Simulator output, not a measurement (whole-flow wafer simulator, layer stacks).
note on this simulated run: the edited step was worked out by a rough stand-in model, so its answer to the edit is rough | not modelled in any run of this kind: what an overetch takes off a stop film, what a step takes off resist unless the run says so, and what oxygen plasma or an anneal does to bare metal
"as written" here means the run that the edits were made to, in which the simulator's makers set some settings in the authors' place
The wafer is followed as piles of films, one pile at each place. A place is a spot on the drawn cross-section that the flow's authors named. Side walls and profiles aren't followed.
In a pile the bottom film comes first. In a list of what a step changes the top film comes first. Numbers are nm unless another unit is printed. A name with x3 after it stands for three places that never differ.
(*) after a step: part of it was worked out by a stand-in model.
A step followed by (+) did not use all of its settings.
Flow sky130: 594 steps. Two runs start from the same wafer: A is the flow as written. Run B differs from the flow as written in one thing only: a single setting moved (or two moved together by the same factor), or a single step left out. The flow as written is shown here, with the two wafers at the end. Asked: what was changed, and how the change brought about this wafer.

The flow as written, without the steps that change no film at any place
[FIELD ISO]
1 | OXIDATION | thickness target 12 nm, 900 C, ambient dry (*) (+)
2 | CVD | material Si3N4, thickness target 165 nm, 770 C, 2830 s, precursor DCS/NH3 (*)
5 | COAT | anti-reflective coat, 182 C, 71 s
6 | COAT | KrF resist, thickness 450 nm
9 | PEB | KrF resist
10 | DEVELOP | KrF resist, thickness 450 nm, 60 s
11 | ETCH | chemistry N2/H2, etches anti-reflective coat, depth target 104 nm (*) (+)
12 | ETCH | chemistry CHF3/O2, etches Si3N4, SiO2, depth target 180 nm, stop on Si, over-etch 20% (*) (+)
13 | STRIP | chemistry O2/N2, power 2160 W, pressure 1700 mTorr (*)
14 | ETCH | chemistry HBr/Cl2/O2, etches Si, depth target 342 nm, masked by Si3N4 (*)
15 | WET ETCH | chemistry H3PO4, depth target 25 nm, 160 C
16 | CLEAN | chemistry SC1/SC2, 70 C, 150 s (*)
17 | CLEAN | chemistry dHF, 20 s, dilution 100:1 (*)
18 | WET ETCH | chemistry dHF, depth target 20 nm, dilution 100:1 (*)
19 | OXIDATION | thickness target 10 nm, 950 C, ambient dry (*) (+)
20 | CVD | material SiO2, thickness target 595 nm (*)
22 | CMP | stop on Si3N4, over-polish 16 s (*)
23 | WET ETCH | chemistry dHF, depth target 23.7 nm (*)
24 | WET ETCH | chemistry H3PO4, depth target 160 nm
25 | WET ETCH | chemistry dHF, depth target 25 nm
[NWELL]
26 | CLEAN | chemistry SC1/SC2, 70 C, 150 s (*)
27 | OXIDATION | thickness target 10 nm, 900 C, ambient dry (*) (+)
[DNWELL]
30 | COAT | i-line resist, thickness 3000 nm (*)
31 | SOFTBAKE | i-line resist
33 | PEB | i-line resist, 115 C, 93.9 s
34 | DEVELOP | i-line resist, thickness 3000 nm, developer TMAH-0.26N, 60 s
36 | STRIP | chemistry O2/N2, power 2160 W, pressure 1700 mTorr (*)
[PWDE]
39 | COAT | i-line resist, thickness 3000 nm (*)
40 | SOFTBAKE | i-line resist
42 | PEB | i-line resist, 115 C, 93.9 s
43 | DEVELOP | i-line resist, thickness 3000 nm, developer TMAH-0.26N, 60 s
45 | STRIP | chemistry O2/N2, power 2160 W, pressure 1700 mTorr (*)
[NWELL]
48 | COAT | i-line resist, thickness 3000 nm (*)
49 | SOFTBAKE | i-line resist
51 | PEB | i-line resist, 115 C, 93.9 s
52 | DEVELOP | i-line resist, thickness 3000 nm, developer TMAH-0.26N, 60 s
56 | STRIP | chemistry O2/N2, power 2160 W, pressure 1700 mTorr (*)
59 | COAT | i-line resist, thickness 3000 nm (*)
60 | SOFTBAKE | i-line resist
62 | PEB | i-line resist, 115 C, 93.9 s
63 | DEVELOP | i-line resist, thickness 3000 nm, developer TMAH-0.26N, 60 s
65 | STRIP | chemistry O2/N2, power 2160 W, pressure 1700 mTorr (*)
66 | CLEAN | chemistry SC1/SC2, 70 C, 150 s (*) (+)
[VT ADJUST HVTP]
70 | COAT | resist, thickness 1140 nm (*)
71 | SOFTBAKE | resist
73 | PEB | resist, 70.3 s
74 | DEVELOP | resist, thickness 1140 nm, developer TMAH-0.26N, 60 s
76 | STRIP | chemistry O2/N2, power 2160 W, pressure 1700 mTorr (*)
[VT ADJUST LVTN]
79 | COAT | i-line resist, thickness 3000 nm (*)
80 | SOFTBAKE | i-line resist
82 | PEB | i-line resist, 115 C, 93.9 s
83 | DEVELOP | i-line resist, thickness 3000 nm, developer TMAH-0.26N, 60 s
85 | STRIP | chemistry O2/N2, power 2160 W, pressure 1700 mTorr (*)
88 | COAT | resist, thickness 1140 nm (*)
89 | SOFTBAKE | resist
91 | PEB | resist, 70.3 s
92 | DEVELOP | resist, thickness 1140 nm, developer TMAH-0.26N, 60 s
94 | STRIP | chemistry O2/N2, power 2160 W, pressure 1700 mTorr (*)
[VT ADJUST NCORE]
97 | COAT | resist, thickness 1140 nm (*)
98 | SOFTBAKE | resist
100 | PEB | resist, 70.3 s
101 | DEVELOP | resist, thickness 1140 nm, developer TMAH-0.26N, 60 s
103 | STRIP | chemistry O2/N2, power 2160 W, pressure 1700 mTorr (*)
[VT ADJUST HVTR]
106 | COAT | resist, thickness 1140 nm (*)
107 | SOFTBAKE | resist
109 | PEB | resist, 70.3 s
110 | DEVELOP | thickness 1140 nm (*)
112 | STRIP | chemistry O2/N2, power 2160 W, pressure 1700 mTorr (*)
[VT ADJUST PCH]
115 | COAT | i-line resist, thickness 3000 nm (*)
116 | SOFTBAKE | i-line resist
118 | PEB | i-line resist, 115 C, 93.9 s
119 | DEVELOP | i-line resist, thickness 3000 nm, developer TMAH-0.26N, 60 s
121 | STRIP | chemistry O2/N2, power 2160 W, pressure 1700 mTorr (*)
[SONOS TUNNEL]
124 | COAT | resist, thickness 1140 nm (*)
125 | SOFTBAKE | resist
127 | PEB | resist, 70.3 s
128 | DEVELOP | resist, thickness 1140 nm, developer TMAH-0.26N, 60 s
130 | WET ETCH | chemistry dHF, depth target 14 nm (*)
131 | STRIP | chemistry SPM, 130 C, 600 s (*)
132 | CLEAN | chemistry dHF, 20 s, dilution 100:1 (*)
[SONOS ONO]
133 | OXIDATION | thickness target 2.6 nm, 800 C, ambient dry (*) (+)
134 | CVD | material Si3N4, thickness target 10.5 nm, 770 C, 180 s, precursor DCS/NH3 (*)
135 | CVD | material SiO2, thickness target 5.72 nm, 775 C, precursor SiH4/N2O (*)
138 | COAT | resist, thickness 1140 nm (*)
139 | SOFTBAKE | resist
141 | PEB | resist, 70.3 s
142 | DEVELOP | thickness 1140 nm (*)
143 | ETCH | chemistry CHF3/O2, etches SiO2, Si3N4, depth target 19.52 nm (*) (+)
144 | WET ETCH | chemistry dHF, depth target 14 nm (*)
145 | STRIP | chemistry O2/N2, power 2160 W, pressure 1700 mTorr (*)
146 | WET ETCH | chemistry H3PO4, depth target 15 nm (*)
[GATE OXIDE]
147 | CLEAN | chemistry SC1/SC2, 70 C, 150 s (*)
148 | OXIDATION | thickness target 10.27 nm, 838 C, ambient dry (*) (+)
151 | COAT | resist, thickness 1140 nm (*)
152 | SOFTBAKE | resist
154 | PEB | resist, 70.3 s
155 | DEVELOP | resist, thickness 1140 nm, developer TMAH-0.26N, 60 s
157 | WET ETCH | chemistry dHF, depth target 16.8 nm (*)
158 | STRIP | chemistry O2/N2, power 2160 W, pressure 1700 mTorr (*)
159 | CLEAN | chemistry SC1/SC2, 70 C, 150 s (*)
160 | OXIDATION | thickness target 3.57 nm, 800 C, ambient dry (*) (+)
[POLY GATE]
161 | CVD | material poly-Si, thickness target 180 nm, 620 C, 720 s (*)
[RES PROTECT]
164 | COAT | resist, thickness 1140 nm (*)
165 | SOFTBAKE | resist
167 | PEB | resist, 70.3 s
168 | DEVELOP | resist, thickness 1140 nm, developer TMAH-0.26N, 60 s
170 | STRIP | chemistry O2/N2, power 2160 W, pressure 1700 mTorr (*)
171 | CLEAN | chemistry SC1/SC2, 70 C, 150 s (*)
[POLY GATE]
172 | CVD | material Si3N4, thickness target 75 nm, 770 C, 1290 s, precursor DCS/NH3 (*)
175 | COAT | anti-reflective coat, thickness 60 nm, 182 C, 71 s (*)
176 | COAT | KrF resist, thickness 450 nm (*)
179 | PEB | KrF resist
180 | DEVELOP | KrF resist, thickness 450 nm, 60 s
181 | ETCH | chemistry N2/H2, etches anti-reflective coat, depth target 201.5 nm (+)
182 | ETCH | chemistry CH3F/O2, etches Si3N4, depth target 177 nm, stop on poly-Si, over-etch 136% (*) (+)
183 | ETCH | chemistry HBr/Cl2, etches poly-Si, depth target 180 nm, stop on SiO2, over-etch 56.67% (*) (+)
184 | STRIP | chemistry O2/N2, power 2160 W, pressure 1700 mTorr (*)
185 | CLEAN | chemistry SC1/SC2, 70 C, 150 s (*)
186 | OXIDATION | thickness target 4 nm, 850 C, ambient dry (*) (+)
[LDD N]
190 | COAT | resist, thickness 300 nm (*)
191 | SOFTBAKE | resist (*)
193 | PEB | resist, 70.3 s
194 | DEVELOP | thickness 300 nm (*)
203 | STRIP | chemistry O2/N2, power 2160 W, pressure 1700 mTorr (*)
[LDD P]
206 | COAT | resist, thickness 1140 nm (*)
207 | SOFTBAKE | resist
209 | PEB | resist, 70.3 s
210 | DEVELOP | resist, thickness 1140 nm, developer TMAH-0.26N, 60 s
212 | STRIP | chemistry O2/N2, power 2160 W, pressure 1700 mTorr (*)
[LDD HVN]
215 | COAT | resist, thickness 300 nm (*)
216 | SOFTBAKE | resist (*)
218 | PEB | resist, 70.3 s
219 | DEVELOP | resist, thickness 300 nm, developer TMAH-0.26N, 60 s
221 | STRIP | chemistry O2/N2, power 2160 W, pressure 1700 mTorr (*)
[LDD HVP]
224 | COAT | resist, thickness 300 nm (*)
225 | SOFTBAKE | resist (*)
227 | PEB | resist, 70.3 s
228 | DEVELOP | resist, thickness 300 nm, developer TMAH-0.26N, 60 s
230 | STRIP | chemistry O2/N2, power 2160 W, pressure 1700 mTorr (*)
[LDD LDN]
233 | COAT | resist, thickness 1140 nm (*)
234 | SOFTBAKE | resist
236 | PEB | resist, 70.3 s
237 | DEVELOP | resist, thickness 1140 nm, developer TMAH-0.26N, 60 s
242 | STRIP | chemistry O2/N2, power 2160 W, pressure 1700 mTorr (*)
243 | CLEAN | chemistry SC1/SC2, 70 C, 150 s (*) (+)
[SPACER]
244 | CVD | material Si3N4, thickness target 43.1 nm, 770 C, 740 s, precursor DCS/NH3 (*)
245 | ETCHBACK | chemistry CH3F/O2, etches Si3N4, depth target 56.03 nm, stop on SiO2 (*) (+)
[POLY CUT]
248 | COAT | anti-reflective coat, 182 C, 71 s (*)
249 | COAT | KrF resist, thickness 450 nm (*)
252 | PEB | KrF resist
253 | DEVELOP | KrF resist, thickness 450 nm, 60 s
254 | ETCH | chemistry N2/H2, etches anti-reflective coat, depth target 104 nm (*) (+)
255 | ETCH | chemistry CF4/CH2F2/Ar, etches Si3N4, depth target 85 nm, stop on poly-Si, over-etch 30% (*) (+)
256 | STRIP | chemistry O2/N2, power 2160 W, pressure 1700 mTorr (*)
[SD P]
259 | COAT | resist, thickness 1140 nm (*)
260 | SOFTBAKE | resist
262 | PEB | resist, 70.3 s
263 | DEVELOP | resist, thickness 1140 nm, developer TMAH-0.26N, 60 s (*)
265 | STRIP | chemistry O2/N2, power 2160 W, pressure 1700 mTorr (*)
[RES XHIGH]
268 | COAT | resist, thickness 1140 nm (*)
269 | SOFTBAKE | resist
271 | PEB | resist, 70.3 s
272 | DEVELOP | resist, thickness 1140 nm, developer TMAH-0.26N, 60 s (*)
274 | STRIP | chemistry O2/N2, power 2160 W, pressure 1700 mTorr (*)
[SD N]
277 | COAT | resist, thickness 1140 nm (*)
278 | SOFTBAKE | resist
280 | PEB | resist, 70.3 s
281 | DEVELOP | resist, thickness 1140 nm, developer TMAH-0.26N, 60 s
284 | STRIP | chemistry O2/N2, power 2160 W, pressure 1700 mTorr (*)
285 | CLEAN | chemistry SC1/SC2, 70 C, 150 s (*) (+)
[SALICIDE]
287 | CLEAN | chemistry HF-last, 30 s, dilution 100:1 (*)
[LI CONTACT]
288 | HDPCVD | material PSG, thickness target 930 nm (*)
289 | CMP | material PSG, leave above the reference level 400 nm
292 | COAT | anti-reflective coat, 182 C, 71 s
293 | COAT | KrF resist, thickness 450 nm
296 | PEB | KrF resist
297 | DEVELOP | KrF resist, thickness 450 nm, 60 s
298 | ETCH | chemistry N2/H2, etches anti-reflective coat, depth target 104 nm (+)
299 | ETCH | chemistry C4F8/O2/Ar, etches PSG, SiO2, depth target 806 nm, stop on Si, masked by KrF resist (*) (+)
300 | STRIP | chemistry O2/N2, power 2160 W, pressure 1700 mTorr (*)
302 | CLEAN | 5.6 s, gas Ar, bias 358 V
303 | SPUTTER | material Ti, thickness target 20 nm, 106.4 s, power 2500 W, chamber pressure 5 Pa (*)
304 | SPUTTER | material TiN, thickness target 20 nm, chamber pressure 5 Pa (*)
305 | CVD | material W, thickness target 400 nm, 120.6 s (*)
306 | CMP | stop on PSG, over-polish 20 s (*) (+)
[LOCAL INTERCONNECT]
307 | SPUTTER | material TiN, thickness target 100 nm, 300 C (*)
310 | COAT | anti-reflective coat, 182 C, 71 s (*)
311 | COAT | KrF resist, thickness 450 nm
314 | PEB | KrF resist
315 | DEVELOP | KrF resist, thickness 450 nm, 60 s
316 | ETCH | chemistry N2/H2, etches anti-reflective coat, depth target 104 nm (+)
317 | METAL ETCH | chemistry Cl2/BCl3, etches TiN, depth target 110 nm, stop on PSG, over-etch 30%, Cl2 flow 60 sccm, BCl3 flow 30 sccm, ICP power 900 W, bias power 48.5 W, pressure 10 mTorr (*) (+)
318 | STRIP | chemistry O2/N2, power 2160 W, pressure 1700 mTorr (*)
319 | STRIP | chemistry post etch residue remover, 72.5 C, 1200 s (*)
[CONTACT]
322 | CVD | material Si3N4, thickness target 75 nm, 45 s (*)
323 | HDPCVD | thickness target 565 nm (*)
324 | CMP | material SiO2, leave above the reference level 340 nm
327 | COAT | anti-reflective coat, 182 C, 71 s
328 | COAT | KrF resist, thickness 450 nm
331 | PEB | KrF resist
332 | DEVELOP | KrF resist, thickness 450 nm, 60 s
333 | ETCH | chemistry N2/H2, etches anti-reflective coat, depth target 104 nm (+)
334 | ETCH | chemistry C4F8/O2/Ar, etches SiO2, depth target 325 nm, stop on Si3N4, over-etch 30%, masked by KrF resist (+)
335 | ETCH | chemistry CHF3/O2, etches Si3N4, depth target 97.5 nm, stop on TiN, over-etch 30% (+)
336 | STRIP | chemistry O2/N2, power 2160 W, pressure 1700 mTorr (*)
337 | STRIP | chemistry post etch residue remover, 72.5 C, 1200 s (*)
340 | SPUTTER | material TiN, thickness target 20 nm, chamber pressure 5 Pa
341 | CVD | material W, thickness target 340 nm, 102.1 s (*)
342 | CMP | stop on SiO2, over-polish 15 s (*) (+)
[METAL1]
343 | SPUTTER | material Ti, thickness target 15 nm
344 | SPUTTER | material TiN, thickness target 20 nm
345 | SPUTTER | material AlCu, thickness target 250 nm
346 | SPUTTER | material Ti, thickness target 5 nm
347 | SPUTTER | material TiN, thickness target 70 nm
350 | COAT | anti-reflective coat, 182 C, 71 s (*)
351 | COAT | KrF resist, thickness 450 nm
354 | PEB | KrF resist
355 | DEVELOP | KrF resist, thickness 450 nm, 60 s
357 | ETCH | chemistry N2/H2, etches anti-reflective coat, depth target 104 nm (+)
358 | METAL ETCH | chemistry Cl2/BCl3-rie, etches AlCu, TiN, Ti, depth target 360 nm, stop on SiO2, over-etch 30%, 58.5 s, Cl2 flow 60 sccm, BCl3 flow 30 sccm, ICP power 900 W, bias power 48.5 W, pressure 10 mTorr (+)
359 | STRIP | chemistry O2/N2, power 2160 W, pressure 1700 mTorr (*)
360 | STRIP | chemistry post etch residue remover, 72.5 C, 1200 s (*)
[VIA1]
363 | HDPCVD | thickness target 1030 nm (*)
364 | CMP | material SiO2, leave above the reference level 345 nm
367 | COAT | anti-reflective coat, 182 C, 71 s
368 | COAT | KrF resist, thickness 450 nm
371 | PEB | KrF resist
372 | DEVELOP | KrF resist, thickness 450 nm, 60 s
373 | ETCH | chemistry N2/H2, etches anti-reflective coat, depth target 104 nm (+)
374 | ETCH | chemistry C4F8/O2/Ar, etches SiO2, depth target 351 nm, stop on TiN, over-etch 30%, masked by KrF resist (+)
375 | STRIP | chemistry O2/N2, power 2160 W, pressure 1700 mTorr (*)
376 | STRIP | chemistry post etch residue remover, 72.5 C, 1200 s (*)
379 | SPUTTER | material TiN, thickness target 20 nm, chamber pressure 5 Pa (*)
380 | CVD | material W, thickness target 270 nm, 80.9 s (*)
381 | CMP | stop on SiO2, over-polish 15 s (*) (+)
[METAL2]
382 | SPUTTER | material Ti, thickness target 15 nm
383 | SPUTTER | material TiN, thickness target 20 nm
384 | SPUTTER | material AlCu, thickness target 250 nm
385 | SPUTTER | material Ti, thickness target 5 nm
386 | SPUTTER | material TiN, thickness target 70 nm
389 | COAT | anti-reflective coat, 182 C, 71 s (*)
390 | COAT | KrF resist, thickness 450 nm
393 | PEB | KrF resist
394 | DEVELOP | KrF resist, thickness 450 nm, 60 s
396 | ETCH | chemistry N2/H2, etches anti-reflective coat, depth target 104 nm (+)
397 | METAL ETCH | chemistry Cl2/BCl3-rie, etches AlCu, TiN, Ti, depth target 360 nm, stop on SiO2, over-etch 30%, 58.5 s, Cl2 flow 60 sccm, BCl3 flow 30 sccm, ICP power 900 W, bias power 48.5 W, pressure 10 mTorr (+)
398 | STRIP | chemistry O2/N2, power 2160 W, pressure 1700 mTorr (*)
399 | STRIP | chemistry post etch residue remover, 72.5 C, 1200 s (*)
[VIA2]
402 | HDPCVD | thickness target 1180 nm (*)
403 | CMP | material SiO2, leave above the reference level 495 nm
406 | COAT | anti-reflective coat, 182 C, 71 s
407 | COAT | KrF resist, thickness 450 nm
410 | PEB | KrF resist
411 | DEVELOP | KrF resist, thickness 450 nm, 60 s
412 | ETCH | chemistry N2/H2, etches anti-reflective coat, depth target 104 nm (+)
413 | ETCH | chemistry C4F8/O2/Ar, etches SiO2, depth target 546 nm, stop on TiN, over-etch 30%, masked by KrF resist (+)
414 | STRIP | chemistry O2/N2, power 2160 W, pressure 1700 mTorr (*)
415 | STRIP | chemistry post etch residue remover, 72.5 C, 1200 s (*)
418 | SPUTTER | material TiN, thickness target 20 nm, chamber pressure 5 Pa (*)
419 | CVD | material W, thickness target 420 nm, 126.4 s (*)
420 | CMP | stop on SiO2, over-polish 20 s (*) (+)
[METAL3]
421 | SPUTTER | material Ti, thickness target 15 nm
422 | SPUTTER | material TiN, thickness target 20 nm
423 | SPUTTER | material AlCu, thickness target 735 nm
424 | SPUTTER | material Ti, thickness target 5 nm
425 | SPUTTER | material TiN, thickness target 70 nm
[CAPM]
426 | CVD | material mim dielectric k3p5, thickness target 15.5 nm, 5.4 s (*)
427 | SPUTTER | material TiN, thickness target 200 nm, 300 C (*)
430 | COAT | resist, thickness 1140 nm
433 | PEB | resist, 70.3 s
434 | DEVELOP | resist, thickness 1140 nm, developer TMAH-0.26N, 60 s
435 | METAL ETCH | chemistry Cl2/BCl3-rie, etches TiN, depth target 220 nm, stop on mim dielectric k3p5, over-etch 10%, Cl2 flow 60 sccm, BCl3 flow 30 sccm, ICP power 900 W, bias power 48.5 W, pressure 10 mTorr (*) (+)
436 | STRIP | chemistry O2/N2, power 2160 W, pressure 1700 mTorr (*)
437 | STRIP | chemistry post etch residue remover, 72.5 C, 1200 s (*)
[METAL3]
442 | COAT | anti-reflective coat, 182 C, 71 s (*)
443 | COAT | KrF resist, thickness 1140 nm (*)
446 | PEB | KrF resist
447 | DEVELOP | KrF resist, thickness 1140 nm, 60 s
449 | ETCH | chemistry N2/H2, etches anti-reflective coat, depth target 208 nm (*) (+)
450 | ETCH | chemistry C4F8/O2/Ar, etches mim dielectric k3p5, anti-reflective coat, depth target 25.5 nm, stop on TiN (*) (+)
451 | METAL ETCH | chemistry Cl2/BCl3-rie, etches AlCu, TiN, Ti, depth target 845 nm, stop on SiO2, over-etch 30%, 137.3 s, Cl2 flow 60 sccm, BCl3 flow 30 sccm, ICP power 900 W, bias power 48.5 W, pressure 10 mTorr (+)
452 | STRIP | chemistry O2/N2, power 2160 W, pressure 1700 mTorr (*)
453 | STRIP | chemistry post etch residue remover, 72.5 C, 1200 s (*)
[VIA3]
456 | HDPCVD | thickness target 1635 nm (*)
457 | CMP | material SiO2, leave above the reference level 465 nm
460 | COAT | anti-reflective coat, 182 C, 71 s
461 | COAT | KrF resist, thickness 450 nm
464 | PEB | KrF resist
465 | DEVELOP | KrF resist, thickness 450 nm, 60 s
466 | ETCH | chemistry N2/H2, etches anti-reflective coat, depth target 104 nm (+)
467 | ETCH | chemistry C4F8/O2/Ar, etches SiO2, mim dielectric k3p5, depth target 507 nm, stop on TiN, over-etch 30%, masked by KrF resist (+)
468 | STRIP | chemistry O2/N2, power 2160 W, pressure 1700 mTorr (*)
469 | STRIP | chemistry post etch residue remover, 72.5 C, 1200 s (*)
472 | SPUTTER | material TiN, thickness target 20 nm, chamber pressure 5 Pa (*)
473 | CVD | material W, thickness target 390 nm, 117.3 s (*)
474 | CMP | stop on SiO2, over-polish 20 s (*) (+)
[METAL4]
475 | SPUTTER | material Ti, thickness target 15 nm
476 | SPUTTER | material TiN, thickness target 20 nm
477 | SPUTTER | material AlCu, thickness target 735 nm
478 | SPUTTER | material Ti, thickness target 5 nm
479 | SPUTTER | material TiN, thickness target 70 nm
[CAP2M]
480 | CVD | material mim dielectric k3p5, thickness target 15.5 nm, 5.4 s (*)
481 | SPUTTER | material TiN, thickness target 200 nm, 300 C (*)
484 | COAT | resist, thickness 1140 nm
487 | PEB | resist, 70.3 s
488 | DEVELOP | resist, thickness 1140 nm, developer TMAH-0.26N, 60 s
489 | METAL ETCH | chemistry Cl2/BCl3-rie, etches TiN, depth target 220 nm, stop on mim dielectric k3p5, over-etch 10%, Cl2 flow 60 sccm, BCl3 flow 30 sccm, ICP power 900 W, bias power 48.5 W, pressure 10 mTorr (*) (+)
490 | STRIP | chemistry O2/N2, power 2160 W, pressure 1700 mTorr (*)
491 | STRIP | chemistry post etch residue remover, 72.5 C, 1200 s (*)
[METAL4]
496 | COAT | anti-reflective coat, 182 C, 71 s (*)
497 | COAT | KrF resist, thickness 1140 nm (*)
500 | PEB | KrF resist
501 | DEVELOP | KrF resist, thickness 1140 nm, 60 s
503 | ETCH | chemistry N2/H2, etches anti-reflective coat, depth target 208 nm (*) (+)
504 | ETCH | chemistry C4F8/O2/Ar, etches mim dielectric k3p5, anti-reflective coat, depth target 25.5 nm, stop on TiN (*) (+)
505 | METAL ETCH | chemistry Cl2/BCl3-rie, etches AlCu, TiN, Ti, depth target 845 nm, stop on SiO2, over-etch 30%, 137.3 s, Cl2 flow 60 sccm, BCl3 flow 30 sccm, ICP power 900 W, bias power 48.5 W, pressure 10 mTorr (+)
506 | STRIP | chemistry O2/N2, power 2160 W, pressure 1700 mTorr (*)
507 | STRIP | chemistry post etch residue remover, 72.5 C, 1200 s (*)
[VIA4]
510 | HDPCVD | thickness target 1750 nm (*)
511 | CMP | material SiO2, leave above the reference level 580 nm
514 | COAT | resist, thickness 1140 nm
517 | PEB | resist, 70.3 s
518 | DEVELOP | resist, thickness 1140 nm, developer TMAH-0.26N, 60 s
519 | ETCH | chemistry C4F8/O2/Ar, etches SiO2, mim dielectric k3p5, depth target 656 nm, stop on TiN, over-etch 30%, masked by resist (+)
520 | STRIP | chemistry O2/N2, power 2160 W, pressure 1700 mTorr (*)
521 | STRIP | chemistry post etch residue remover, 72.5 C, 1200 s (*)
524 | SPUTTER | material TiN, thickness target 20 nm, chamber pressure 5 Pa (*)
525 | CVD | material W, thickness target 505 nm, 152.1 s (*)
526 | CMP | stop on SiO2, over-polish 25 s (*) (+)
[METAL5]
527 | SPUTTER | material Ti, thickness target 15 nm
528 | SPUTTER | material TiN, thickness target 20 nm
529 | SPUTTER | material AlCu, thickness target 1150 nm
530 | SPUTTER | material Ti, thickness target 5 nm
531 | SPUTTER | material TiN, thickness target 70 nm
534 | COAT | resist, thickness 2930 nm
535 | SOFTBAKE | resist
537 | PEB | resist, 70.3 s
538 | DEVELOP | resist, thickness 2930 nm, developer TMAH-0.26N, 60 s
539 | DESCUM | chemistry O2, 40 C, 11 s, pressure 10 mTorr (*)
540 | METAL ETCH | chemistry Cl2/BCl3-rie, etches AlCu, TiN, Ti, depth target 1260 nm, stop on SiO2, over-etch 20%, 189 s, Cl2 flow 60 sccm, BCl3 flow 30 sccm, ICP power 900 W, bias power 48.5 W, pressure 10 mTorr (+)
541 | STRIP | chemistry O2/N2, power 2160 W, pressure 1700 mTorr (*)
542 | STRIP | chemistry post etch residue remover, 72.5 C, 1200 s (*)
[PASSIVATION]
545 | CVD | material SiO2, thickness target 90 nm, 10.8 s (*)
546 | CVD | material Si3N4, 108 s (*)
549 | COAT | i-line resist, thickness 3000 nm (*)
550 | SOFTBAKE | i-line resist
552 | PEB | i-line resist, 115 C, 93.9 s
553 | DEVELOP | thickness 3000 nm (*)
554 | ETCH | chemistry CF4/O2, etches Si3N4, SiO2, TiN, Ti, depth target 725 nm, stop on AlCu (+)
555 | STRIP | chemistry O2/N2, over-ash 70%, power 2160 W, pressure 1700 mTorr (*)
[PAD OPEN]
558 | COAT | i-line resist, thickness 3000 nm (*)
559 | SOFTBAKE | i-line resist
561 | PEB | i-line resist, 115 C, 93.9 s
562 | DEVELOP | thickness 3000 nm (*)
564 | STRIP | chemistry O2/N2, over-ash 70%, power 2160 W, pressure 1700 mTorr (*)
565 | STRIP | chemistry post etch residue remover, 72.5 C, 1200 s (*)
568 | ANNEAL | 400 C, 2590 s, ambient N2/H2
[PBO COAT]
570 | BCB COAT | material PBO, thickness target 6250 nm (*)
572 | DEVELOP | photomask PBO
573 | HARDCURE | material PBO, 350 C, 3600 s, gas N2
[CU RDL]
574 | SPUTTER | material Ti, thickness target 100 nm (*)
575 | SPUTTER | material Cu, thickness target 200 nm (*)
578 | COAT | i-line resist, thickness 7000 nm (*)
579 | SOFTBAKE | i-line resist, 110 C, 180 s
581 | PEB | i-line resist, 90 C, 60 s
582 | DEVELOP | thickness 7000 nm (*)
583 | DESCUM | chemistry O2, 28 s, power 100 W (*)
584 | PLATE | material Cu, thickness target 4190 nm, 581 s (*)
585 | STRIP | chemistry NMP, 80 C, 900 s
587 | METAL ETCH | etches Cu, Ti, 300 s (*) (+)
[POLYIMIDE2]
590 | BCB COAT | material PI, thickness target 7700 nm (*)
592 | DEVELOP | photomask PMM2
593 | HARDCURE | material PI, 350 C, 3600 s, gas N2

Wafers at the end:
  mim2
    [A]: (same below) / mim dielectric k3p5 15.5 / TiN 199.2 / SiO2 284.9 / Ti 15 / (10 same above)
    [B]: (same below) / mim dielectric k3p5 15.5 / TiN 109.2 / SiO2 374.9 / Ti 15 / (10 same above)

The reason: step 481, SPUTTER: thickness target 110 nm was run, whereas the flow has thickness target 200 nm.

Step by step, how the change led to this:
  481 | SPUTTER | material TiN, thickness target 200 nm, 300 C (*)
      field, active, n_well and 189 more: A +200 TiN (new film) | B +110 TiN (new film)
  489 | METAL ETCH | chemistry Cl2/BCl3-rie, etches TiN, depth target 220 nm, stop on mim dielectric k3p5, over-etch 10%, Cl2 flow 60 sccm, BCl3 flow 30 sccm, ICP power 900 W, bias power 48.5 W, pressure 10 mTorr (*) (+)
      field, active, n_well and 188 more: A -200 TiN (all of it) | B -110 TiN (all of it)
      mim2: A -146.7 resist | B -80.7 resist
  490 | STRIP | chemistry O2/N2, power 2160 W, pressure 1700 mTorr (*)
      mim2: A -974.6 resist (all of it) | B -1040.6 resist (all of it)
  496 | COAT | anti-reflective coat, 182 C, 71 s (*)
      iso_guard__w2: A +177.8 anti-reflective coat (new film) | B +120.7 anti-reflective coat (new film)
      mim2: A +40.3 anti-reflective coat (new film) | B +30.5 anti-reflective coat (new film)
  497 | COAT | KrF resist, thickness 1140 nm (*)
      iso_guard__w2: A +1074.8 KrF resist (new film) | B +1113.4 KrF resist (new film)
      mim2: A +1018.9 KrF resist (new film) | B +1096.1 KrF resist (new film)
  506 | STRIP | chemistry O2/N2, power 2160 W, pressure 1700 mTorr (*)
      iso_guard__w2: A -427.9 KrF resist (all of it), -177.8 anti-reflective coat (all of it) | B -466.4 KrF resist (all of it), -120.7 anti-reflective coat (all of it)
      mim2: A -372.1 KrF resist (all of it), -40.3 anti-reflective coat (all of it) | B -449.1 KrF resist (all of it), -30.5 anti-reflective coat (all of it)
  511 | CMP | material SiO2, leave above the reference level 580 nm
      mim2: A -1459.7 SiO2 | B -1369.7 SiO2
